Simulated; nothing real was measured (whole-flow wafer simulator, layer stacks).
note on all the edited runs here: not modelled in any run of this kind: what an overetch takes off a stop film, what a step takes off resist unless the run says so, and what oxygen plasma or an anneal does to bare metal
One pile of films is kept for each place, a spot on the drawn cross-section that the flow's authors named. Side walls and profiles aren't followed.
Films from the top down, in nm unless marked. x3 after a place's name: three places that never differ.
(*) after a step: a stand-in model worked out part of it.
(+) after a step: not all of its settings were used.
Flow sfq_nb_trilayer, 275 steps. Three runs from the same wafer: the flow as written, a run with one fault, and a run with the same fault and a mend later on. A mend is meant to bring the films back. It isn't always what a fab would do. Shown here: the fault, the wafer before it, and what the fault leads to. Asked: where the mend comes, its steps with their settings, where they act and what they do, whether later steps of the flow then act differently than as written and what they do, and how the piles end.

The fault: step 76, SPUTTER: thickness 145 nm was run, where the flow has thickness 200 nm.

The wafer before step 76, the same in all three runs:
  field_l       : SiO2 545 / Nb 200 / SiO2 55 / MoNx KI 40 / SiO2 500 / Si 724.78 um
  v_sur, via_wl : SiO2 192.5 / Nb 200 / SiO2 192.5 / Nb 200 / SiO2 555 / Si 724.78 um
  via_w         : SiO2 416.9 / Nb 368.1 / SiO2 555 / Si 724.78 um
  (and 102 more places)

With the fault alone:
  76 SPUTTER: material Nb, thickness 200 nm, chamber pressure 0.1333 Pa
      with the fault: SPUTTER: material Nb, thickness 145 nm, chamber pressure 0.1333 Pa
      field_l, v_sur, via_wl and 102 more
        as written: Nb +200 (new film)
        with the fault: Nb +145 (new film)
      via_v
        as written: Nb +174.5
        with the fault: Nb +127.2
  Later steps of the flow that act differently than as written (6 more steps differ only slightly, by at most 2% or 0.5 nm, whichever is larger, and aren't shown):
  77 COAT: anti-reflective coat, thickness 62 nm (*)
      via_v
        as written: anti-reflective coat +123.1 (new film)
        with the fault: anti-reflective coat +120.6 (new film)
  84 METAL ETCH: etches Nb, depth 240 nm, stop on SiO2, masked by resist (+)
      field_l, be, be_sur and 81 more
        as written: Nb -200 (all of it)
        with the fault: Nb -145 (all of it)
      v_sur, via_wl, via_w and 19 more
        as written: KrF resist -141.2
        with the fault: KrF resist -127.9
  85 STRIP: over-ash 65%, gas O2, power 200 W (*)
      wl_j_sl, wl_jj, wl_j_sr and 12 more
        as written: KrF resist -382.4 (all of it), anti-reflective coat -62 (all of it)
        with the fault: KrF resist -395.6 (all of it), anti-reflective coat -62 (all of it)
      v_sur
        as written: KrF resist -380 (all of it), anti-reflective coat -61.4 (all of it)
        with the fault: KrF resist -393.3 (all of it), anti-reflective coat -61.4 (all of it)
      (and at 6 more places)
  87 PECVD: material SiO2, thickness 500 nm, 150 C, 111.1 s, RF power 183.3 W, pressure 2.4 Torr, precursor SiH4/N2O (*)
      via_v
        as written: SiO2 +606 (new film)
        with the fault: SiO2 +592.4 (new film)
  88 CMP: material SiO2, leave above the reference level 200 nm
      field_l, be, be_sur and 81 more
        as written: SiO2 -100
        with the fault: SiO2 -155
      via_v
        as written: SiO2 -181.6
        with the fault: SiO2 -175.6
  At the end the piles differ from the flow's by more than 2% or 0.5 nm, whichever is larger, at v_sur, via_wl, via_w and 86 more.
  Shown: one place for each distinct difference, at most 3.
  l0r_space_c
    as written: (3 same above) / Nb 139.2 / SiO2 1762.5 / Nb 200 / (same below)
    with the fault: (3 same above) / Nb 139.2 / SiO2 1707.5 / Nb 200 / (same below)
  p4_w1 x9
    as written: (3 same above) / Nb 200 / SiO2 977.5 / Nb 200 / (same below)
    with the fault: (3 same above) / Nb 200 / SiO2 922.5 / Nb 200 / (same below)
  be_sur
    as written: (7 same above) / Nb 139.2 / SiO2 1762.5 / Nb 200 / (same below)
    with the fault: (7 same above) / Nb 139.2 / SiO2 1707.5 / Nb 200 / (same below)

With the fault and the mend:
  The mend comes after step 82.
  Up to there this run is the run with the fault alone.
  82a STRIP: over-ash 65%, gas O2, power 200 W (*)
      p4_fl x3, p4_w1 x9, p4_g1 x2 and 48 more
        anti-reflective coat -62 (all of it)
      wl_j_sl, wl_jj, wl_j_sr and 12 more
        KrF resist -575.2 (all of it), anti-reflective coat -62 (all of it)
      moat, field_r, lsp_l and 6 more
        anti-reflective coat -61.8 (all of it)
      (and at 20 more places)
  82b SPUTTER: material Nb, thickness 55 nm, chamber pressure 0.1333 Pa (the flow's step 76 once more, with other settings)
      field_l, v_sur, via_wl and 102 more
        Nb +55
      via_v
        Nb +43.6
  82c COAT: anti-reflective coat, thickness 62 nm (*) (the flow's step 77 once more)
      p4_fl x3, p4_w1 x9, p4_g1 x2 and 63 more
        anti-reflective coat +62 (new film)
      moat, field_r, lsp_l and 6 more
        anti-reflective coat +61.8 (new film)
      be_r, r_sur, res, r_end
        anti-reflective coat +61.7 (new film)
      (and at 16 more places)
  82d COAT: KrF resist, thickness 600 nm (*) (the flow's step 78 once more)
      p4_fl x3, p4_w1 x9, p4_g1 x2 and 63 more
        KrF resist +600 (new film)
      field_r, lsp_l, ln_m5, l0v
        KrF resist +599.5 (new film)
      lsp_m, ln_m6, lsp_r, l0_sur
        KrF resist +599.6 (new film)
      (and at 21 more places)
  82e SOFTBAKE: KrF resist (the flow's step 79 once more)
      changes no film at any place that is followed
  82f EXPOSE: photomask M2, dose 12.11 mJ/cm2, NA 0.6, wavelength 248 nm (*) (the flow's step 80 once more)
      changes no film at any place that is followed
  82g PEB: KrF resist, 90 s (the flow's step 81 once more)
      field_l, v_sur, via_wl and 97 more
        KrF resist -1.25
      via_w, via_wr, via_sp, wire, be
        KrF resist -1.24
      via_v
        KrF resist -1.59
  82h DEVELOP: KrF resist, thickness 600 nm, 60 s (the flow's step 82 once more)
      p4_fl x3, p4_w1 x9, p4_g1 x2 and 48 more
        KrF resist -598.7 (all of it)
      v_sur, via_wl, via_w and 19 more
        KrF resist -23.5
      lsp_l, ln_m5, lsp_m, ln_m6, lsp_r, l0_sur, l0v
        KrF resist -598.3 (all of it)
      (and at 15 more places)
  No later step of the flow acts differently than as written, at any place that is followed, by more than 2% or 0.5 nm, whichever is larger.
  At the end the piles differ from the flow's only slightly at the places that both follow, by at most 2% or 0.5 nm, whichever is larger.
